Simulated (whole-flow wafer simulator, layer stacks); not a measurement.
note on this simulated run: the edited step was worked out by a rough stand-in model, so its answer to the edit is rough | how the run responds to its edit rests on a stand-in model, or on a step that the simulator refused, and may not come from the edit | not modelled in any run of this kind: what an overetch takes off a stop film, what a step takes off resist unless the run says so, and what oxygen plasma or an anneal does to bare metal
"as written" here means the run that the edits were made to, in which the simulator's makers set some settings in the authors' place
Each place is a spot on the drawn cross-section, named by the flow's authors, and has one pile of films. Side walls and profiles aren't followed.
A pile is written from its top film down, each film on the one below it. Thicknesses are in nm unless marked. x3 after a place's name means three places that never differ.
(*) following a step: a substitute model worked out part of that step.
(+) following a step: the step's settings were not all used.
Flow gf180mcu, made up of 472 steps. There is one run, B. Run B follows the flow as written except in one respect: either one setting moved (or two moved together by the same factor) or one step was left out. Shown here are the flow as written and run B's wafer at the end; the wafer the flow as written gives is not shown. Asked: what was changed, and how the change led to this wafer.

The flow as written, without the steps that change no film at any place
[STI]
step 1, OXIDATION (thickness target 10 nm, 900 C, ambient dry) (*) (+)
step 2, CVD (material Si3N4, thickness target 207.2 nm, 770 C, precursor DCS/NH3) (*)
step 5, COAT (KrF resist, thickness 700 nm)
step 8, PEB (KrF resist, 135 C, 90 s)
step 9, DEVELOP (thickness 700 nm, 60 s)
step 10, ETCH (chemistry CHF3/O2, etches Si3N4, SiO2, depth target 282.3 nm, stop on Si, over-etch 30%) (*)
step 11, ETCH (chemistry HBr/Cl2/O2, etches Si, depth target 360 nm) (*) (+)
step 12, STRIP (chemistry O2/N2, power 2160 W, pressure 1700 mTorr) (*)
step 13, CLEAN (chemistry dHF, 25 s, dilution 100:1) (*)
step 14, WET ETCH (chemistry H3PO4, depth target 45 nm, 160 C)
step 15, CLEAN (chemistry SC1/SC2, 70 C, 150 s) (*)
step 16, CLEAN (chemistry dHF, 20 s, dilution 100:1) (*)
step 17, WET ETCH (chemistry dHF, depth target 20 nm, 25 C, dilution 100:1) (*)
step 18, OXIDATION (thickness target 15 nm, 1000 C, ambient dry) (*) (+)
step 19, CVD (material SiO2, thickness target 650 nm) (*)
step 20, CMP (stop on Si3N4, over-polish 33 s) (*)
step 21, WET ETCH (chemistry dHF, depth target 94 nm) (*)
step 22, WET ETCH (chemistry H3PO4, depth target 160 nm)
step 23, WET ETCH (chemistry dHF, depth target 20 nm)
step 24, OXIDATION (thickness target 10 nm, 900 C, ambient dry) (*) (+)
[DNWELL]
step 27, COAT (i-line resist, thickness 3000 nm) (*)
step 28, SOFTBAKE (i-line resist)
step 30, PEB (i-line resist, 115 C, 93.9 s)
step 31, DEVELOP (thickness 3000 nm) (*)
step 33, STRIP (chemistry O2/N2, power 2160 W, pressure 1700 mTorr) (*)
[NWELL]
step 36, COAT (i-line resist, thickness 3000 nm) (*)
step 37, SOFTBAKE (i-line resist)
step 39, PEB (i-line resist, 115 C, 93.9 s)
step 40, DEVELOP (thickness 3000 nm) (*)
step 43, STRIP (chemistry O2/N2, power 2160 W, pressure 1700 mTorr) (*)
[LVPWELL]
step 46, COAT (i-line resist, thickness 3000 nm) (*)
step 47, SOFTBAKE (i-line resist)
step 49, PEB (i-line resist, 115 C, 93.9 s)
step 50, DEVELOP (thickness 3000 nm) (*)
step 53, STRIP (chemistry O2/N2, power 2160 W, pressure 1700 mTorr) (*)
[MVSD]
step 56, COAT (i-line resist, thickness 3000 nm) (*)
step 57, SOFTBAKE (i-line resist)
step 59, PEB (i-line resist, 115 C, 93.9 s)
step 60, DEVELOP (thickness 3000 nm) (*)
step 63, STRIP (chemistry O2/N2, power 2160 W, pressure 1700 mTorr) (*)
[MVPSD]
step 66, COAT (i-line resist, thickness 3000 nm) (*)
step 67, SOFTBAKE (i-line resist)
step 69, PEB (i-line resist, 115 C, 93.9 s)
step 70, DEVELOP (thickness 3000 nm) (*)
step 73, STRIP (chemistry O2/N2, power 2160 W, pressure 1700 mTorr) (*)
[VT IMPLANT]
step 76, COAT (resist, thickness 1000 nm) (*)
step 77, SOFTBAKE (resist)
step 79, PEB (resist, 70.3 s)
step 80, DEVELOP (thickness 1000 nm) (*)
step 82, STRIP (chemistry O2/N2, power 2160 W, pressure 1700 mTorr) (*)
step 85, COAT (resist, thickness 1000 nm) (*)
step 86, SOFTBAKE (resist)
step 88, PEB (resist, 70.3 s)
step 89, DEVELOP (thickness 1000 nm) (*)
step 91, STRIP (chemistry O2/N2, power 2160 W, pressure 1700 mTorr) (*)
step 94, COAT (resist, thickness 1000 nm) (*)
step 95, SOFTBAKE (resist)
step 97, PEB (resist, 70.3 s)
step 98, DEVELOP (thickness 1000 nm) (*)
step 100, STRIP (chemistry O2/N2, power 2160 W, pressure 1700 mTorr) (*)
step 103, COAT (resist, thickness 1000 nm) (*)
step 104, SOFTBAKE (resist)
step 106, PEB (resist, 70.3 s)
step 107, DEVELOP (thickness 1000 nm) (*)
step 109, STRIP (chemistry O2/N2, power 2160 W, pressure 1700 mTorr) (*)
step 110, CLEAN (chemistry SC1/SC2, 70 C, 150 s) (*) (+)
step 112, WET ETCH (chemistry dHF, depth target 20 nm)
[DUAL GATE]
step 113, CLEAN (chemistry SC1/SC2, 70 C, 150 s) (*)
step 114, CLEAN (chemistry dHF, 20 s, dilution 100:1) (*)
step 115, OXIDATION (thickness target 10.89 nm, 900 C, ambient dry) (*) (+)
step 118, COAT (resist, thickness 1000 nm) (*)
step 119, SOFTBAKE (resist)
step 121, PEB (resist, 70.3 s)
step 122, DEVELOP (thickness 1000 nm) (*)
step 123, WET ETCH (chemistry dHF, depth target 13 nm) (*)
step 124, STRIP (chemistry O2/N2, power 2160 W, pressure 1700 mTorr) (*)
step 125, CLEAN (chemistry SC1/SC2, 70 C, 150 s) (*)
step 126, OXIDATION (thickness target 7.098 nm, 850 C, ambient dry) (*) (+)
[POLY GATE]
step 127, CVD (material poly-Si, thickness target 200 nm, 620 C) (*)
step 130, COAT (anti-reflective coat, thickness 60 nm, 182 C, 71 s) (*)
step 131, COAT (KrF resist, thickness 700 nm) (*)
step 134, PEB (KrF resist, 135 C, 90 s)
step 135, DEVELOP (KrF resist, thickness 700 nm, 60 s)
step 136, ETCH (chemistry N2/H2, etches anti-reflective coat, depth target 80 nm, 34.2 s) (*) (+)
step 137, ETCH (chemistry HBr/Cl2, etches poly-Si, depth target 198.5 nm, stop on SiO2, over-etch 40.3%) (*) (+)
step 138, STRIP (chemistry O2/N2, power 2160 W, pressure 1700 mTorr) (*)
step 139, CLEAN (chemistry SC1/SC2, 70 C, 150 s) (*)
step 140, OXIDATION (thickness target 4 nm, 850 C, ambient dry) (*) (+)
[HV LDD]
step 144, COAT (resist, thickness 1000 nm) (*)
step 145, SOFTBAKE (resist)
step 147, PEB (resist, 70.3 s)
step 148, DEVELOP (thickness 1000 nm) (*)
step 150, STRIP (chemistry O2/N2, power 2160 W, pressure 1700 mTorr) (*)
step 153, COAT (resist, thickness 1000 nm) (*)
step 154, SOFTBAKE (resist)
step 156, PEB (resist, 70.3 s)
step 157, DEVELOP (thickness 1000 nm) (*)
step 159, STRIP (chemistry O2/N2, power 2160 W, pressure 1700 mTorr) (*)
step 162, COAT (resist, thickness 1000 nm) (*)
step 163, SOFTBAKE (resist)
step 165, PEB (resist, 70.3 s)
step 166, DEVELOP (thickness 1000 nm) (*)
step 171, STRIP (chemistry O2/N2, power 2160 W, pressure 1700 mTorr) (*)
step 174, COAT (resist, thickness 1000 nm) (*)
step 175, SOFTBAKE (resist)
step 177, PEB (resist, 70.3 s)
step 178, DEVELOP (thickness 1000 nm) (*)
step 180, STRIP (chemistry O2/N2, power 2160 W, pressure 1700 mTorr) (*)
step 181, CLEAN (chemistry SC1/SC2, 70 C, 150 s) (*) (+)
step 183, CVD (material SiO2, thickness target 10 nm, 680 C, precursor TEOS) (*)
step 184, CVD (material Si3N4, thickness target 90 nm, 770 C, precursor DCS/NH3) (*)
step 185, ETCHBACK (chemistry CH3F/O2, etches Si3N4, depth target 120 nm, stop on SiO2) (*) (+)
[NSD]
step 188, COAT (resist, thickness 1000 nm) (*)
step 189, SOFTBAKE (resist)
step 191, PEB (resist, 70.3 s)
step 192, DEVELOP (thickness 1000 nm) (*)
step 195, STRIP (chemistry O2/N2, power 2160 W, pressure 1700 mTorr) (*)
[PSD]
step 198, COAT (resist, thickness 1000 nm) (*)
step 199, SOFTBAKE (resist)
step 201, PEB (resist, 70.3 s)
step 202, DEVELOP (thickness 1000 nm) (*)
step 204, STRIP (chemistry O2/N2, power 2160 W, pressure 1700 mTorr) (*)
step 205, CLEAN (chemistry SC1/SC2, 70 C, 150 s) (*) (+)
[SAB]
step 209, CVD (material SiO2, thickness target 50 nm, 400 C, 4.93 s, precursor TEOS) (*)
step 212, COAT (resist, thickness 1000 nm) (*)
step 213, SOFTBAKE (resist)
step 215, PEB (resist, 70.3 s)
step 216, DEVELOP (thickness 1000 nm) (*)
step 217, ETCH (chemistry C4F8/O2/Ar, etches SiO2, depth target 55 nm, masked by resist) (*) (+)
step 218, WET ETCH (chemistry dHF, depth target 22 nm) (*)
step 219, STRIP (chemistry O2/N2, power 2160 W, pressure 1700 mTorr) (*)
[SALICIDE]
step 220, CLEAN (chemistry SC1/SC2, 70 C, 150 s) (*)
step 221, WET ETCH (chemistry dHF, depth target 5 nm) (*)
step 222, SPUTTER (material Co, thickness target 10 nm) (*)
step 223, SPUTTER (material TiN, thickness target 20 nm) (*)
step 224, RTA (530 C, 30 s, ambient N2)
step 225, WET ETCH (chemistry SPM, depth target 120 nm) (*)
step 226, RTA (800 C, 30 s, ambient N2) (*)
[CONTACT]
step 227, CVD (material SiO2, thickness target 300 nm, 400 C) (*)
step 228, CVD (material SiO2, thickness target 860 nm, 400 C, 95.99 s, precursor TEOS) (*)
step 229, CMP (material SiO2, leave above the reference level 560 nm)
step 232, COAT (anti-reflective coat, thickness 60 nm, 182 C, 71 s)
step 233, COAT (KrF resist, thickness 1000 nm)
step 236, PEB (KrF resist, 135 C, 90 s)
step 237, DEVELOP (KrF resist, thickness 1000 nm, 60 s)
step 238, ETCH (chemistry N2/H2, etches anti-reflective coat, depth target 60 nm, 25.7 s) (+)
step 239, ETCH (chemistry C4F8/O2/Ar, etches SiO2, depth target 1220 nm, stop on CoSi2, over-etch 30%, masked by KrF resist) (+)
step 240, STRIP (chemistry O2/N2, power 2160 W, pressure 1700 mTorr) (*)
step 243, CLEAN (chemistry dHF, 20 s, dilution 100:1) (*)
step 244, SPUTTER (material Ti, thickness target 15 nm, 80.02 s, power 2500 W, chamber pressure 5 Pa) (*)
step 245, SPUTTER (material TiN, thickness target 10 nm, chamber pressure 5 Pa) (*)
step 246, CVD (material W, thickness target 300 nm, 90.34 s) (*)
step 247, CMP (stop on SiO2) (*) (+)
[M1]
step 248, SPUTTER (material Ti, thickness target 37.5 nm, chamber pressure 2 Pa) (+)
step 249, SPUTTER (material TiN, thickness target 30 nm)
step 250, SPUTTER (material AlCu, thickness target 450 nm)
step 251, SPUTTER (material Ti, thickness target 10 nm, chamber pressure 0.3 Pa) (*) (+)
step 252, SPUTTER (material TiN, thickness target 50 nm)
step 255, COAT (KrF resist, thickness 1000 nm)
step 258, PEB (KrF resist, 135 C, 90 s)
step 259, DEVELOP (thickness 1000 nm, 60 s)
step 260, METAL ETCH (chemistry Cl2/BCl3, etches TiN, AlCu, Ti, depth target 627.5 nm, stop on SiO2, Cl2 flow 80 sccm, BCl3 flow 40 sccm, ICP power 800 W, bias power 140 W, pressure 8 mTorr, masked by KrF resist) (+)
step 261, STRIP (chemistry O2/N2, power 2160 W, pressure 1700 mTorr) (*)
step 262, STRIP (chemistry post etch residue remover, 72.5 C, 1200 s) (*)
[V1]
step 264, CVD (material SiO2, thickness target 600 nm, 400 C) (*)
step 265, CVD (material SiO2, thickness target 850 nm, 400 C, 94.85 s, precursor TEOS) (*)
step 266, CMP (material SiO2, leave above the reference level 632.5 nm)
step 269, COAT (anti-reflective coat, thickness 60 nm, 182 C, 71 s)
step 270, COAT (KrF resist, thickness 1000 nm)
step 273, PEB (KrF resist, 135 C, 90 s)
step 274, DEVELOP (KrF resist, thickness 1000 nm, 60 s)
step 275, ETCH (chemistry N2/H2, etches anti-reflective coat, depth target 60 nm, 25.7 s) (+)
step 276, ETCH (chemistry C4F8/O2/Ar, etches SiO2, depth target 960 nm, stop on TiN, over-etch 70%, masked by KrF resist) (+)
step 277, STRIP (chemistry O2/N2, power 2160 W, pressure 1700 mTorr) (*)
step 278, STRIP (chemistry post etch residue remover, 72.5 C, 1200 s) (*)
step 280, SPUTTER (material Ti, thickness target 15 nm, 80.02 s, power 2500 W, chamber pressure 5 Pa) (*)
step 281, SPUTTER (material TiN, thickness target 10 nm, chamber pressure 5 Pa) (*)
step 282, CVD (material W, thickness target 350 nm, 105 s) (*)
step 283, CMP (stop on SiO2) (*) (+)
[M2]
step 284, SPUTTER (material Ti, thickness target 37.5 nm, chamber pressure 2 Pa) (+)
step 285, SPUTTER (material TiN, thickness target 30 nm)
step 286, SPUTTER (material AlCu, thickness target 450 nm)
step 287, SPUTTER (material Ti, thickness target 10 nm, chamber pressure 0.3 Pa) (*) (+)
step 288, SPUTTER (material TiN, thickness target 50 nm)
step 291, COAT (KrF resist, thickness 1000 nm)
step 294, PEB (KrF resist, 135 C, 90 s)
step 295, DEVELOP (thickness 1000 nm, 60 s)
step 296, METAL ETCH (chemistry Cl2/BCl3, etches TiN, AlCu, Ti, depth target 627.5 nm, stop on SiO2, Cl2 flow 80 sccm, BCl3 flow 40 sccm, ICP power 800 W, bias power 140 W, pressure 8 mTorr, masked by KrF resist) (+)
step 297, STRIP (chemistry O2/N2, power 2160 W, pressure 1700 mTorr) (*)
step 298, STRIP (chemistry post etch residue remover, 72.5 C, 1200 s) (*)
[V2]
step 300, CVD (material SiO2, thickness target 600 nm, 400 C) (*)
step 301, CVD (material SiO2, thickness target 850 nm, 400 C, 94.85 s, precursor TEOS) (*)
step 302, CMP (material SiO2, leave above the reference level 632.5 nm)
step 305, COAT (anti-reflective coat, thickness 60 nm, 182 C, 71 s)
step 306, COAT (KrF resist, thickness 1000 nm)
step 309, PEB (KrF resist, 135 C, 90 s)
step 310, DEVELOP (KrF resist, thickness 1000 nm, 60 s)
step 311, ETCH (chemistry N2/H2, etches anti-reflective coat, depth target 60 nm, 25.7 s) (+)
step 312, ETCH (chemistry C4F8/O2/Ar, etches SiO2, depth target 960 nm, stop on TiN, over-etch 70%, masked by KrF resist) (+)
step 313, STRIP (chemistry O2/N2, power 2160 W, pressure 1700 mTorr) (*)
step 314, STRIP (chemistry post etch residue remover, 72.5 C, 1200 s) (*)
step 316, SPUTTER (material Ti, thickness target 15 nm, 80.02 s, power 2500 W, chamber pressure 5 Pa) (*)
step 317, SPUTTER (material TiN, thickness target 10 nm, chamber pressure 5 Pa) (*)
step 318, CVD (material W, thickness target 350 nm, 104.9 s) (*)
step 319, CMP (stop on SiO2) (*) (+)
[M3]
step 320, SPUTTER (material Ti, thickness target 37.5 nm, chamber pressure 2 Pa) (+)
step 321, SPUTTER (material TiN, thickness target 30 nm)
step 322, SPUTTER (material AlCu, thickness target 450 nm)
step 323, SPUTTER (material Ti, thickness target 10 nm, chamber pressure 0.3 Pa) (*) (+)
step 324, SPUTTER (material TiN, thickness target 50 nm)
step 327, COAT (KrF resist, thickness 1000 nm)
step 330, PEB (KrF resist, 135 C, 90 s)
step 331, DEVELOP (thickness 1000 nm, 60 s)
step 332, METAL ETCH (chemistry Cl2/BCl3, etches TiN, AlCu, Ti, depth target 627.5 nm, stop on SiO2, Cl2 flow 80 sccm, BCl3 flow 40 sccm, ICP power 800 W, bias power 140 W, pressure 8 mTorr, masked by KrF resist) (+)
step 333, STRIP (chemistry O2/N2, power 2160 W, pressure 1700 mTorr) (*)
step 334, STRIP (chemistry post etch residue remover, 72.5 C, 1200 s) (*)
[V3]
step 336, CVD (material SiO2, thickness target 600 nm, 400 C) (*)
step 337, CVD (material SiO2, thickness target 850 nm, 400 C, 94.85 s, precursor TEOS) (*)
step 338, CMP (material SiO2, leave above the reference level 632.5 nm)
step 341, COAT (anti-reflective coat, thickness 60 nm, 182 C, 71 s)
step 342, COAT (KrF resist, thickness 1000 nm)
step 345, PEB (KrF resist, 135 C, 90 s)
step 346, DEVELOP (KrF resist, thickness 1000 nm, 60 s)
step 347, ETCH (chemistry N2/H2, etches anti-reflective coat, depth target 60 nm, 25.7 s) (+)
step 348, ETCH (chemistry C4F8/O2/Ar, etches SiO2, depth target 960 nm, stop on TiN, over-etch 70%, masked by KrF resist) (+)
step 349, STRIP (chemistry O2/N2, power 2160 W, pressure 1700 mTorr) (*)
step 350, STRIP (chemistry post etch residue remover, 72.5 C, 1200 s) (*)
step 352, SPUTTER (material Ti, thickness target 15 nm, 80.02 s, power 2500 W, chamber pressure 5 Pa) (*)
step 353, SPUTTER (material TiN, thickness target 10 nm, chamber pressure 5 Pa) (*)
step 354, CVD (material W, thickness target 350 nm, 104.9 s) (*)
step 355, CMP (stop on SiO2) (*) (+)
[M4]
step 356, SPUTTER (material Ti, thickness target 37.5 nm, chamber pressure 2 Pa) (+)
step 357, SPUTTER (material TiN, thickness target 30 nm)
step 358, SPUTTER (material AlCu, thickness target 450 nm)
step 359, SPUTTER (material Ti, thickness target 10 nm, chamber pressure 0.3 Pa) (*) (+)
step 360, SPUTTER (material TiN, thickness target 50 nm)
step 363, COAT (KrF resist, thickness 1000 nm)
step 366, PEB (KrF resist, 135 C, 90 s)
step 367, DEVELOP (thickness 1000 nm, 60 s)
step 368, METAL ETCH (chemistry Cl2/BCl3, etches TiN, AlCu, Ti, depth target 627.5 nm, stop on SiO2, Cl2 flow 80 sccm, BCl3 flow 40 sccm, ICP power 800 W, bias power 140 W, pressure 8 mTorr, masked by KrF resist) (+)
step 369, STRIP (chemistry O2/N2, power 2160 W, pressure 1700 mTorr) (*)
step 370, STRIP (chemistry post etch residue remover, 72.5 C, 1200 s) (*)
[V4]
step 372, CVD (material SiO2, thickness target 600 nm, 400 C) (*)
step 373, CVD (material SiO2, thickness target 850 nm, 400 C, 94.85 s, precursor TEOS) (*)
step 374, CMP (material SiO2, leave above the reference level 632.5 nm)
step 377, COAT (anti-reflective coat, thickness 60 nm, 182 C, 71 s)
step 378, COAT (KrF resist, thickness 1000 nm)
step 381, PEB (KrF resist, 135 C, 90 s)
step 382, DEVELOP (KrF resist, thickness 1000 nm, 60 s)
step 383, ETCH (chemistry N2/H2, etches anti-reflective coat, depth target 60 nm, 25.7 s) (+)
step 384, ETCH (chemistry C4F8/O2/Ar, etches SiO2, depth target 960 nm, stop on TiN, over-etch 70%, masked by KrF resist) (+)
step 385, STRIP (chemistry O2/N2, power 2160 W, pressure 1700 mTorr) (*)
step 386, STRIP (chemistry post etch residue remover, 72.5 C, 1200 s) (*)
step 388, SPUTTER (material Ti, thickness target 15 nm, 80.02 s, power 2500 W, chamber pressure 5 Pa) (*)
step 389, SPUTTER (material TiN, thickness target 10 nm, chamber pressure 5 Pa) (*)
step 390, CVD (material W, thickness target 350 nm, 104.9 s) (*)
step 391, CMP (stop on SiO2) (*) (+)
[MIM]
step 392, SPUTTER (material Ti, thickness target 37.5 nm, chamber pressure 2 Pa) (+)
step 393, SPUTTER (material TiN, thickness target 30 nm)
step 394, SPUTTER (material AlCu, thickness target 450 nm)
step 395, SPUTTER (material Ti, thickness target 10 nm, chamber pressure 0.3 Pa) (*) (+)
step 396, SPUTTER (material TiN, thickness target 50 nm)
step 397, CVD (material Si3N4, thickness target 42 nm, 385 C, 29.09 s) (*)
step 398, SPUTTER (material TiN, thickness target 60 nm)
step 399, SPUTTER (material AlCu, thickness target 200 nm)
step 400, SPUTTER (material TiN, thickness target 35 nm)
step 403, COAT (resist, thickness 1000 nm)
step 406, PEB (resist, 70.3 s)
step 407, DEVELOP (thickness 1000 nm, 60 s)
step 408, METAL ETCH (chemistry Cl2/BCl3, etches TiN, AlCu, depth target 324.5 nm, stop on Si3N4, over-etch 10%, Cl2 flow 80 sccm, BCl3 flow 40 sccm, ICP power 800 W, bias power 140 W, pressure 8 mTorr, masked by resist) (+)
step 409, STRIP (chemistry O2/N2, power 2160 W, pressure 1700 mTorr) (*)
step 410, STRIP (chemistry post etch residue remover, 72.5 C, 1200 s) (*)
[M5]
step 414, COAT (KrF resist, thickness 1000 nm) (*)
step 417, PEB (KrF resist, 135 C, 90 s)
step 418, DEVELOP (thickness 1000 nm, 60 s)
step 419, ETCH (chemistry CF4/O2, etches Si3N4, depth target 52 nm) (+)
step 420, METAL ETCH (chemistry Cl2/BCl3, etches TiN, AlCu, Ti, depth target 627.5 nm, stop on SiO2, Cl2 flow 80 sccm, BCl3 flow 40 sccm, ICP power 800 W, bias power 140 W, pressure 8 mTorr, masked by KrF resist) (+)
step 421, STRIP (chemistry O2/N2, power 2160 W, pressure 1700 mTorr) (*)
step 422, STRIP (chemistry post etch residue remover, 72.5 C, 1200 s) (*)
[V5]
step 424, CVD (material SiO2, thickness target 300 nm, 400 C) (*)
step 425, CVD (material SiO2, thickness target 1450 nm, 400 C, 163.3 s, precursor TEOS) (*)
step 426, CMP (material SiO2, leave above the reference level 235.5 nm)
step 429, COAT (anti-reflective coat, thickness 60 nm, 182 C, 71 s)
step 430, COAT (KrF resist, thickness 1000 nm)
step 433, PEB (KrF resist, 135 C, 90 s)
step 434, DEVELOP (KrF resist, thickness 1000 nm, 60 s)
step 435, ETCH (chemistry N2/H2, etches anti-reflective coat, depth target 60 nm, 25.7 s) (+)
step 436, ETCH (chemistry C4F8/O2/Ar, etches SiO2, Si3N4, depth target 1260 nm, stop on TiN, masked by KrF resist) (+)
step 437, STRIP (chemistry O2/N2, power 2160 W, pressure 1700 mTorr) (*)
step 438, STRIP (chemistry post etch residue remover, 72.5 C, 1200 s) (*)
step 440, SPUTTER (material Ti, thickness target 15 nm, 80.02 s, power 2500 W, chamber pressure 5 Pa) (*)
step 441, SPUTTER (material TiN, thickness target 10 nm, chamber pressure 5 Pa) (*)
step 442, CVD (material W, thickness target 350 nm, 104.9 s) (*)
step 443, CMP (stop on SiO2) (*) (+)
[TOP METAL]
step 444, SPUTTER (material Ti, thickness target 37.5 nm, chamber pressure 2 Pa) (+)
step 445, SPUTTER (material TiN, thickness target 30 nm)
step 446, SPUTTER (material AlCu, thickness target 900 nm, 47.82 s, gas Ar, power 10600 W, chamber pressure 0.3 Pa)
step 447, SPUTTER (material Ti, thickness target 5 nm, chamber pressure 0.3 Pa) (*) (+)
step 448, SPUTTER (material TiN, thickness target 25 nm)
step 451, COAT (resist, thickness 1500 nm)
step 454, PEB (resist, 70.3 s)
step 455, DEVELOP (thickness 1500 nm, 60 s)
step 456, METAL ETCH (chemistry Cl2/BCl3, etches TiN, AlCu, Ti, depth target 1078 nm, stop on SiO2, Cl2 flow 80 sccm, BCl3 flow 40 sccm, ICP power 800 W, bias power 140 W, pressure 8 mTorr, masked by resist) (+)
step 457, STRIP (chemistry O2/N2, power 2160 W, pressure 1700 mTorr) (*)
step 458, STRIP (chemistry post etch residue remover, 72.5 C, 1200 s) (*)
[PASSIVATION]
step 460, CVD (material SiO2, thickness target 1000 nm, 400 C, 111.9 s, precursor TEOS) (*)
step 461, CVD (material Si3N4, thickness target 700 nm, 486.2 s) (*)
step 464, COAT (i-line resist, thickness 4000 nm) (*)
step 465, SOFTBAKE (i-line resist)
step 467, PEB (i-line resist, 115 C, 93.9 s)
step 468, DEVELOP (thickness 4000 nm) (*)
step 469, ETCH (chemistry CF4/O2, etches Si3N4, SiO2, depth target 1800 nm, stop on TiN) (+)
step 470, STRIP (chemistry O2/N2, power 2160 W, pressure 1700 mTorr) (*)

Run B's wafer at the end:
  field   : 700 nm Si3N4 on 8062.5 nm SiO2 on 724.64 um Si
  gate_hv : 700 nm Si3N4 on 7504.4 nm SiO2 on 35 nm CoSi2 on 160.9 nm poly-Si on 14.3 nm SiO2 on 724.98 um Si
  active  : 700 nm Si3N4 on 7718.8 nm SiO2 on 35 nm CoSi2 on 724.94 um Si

What caused this: step 425, CVD: thickness target 979 nm was run, while the flow as written has thickness target 1450 nm; step 425, CVD: 110.2 s was run, where the flow has 163.3 s.

The path from the change to this, step by step:
  step 425, CVD (material SiO2, thickness target 1450 nm, 400 C, 163.3 s, precursor TEOS) (*)
      field, field__w1, field__w4 and 100 more: SiO2 gains 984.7 (it would be, as written: SiO2 gains 1450)
      field__w2, field__w3, field__w12 and 6 more: SiO2 gains 966.1 (it would be, as written: SiO2 gains 1421.8)
  step 426, CMP (material SiO2, leave above the reference level 235.5 nm)
      field, field__w1, field__w5 and 92 more: nothing (it would be, as written: SiO2 loses 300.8)
      field__w2, field__w3, field__w12 and 6 more: nothing (it would be, as written: SiO2 loses 272.7)
      (and at 8 other places as well)
  step 429, COAT (anti-reflective coat, thickness 60 nm, 182 C, 71 s)
      field__w9, sd_p_hv: anti-reflective coat gains 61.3 (new film) (it would be, as written: anti-reflective coat gains 60 (new film))
      gate, nplus_u: anti-reflective coat gains 62.1 (new film) (it would be, as written: anti-reflective coat gains 60 (new film))
      (and at 41 other places as well)
  step 430, COAT (KrF resist, thickness 1000 nm)
      gate_p, pplus_u: KrF resist gains 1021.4 (new film) (it would be, as written: KrF resist gains 1000 (new film))
      field: KrF resist gains 970.6 (new film) (it would be, as written: KrF resist gains 1000 (new film))
      (and at 24 other places as well)
  step 433, PEB (KrF resist, 135 C, 90 s)
      polyc_n, polyc_n_rim: KrF resist loses 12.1 (it would be, as written: KrF resist loses 10.5)
      field__w11: KrF resist loses 9.6 (it would be, as written: KrF resist loses 10.5)
      (and at 10 other places as well)
  step 434, DEVELOP (KrF resist, thickness 1000 nm, 60 s)
      contact: KrF resist loses 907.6 (all of it) (it would be, as written: KrF resist loses 989.5 (all of it))
  step 435, ETCH (chemistry N2/H2, etches anti-reflective coat, depth target 60 nm, 25.7 s) (+)
      contact: anti-reflective coat loses 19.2 (all of it), SiO2 loses 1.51 (it would be, as written: anti-reflective coat loses 60 (all of it), SiO2 loses 0.46)
  step 437, STRIP (chemistry O2/N2, power 2160 W, pressure 1700 mTorr) (*)
      field: KrF resist loses 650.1 (all of it), anti-reflective coat loses 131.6 (all of it) (it would be, as written: KrF resist loses 679.2 (all of it), anti-reflective coat loses 60 (all of it))
      field__w1: KrF resist loses 654.5 (all of it), anti-reflective coat loses 89.3 (all of it) (it would be, as written: KrF resist loses 679.2 (all of it), anti-reflective coat loses 60 (all of it))
      (and at 43 other places as well)
  step 440, SPUTTER (material Ti, thickness target 15 nm, 80.02 s, power 2500 W, chamber pressure 5 Pa) (*)
      field__w2: Ti gains 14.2 (new film) (it would be, as written: Ti gains 15 (new film))
      contact: Ti gains 8.93 (new film) (it would be, as written: Ti gains 8.12 (new film))
  step 441, SPUTTER (material TiN, thickness target 10 nm, chamber pressure 5 Pa) (*)
      field__w2: TiN gains 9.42 (new film) (it would be, as written: TiN gains 10 (new film))
      contact: TiN gains 5.92 (new film) (it would be, as written: TiN gains 5.38 (new film))
  step 442, CVD (material W, thickness target 350 nm, 104.9 s) (*)
      contact: W gains 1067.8 (new film) (it would be, as written: W gains 1233.6 (new film))
  step 443, CMP (stop on SiO2) (*) (+)
      field__w3, field__w12, ppoly_sal, gate_hv5, gate_p_hv5, sti_nw: W loses 350 (all of it), TiN loses 10 (all of it), Ti loses 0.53 (it would be, as written: W loses 350 (all of it), TiN loses 10 (all of it), Ti loses 15 (all of it), SiO2 loses 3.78)
      npoly_sal, nw_sep_fld: W loses 350 (all of it), TiN loses 9.89 (all of it), Ti loses 0.37 (it would be, as written: W loses 350 (all of it), TiN loses 10 (all of it), Ti loses 15 (all of it), SiO2 loses 3.78)
      (and at 8 other places as well)
  step 444, SPUTTER (material Ti, thickness target 37.5 nm, chamber pressure 2 Pa) (+)
      field__w2, field__w3, field__w12 and 6 more: Ti gains 37.5 (it would be, as written: Ti gains 37.5 (new film))
  step 451, COAT (resist, thickness 1500 nm)
      field__w8: resist gains 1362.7 (new film) (it would be, as written: resist gains 1500 (new film))
      m1: resist gains 1362.6 (new film) (it would be, as written: resist gains 1500 (new film))
      (and at 4 other places as well)
  step 452, SOFTBAKE (resist)
      field__w4, pplus_u: resist gains 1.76 (it would be, as written: nothing)
      field__w8, m1: resist loses 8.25 (it would be, as written: nothing)
      (and at 38 other places as well)
  step 454, PEB (resist, 70.3 s)
      field__w8, m1, m1__w1: resist loses 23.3 (it would be, as written: resist loses 26.5)
      mim: resist loses 23.2 (it would be, as written: resist loses 26.5)
      (and at 2 other places as well)
  ... 6 further steps ...
  step 470, STRIP (chemistry O2/N2, power 2160 W, pressure 1700 mTorr) (*)
      field__w8, m1__w1: i-line resist loses 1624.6 (all of it) (it would be, as written: i-line resist loses 1775.9 (all of it))
      m1: i-line resist loses 1642.4 (all of it) (it would be, as written: i-line resist loses 1798.9 (all of it))
      (and at 3 other places as well)
